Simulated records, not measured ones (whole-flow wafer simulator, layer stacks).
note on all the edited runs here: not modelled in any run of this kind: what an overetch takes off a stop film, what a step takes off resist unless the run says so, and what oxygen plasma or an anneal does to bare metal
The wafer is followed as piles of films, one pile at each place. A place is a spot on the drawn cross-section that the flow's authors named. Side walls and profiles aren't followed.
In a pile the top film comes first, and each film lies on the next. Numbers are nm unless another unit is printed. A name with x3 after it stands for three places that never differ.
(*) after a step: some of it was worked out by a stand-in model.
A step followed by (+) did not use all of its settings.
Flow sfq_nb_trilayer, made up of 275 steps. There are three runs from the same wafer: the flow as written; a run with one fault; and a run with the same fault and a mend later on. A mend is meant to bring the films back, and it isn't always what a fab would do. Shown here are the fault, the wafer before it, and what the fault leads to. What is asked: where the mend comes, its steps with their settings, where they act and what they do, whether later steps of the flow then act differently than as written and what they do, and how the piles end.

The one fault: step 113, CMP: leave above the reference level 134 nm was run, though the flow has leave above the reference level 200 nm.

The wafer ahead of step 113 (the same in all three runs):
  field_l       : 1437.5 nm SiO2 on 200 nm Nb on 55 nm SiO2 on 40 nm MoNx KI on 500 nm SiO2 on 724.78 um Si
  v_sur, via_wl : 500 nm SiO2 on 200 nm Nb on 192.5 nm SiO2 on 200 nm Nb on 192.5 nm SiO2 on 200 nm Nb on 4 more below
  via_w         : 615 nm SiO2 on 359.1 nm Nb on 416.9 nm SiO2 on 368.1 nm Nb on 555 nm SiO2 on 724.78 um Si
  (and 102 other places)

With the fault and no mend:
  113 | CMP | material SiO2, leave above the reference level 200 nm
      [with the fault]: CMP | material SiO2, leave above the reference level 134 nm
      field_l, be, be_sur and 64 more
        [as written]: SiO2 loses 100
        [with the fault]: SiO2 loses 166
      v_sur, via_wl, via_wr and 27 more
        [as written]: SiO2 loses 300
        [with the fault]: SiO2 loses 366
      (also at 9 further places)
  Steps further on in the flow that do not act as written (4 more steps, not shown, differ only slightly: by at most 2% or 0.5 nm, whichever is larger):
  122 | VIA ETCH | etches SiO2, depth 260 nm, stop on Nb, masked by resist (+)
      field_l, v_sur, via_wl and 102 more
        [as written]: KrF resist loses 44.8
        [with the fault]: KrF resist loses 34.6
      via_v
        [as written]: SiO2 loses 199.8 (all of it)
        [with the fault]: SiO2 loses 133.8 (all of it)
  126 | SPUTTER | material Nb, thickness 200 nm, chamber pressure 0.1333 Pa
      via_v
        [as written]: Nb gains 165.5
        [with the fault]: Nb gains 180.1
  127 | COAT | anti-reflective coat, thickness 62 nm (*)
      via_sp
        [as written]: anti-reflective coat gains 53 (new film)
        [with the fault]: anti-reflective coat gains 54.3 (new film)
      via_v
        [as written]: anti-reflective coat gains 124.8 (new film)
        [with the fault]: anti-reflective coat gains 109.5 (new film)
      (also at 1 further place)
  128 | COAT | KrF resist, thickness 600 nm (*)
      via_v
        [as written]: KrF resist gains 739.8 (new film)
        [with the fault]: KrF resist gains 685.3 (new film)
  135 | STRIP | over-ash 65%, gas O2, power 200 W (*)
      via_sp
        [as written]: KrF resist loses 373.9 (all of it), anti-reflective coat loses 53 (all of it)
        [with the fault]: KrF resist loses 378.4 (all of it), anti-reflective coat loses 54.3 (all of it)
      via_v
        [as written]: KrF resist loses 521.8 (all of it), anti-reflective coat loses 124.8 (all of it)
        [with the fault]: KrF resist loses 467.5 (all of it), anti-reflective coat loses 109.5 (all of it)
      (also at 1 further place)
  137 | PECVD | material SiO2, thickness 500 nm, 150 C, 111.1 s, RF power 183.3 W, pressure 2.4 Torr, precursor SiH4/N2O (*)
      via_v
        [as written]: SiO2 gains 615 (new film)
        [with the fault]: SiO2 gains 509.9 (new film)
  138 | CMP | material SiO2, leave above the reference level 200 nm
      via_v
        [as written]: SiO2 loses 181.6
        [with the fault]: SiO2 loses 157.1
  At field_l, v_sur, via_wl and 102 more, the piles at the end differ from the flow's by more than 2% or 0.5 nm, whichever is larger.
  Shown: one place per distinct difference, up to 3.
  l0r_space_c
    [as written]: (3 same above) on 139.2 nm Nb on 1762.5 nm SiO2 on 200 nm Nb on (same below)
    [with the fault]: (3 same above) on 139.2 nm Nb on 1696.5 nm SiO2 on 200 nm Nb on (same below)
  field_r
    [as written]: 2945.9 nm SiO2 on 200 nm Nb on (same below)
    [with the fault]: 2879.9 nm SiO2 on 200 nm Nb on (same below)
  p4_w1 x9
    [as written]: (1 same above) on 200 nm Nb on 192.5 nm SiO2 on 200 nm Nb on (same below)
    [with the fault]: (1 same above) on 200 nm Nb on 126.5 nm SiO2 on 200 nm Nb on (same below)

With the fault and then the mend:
  The mend stands after step 120.
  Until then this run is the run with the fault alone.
  120a | STRIP | over-ash 65%, gas O2, power 200 W (*)
      field_l, v_sur, via_wl and 102 more
        KrF resist loses 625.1 (all of it), anti-reflective coat loses 62 (all of it)
      via_v
        anti-reflective coat loses 62 (all of it)
  120b | PECVD | material SiO2, thickness 66 nm, 150 C, 14.67 s, RF power 183.3 W, pressure 2.4 Torr, precursor SiH4/N2O (a further turn of the flow's step 112, with different settings)
      field_l, v_sur, via_wl and 103 more
        SiO2 gains 66
  120c | COAT | anti-reflective coat, thickness 62 nm (a further turn of the flow's step 115)
      field_l, v_sur, via_wl and 103 more
        anti-reflective coat gains 62 (new film)
  120d | COAT | KrF resist, thickness 650 nm (a further turn of the flow's step 116)
      field_l, v_sur, via_wl and 103 more
        KrF resist gains 650 (new film)
  120e | SOFTBAKE | KrF resist (a further turn of the flow's step 117)
      leaves every film unchanged at each place that is followed
  120f | EXPOSE | photomask I3, dose 11.91 mJ/cm2, NA 0.6, wavelength 248 nm (*) (a further turn of the flow's step 118)
      leaves every film unchanged at each place that is followed
  120g | PEB | KrF resist, 90 s (a further turn of the flow's step 119)
      field_l, v_sur, via_wl and 103 more
        KrF resist loses 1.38
  120h | DEVELOP | KrF resist, thickness 650 nm, 60 s (a further turn of the flow's step 120)
      field_l, v_sur, via_wl and 102 more
        KrF resist loses 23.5
      via_v
        KrF resist loses 648.6 (all of it)
  Later steps of the flow that are run all act as written at every place that is followed, up to a difference of at most 2% or 0.5 nm, whichever is larger.
  At every place that both follow, the piles at the end match the flow's.
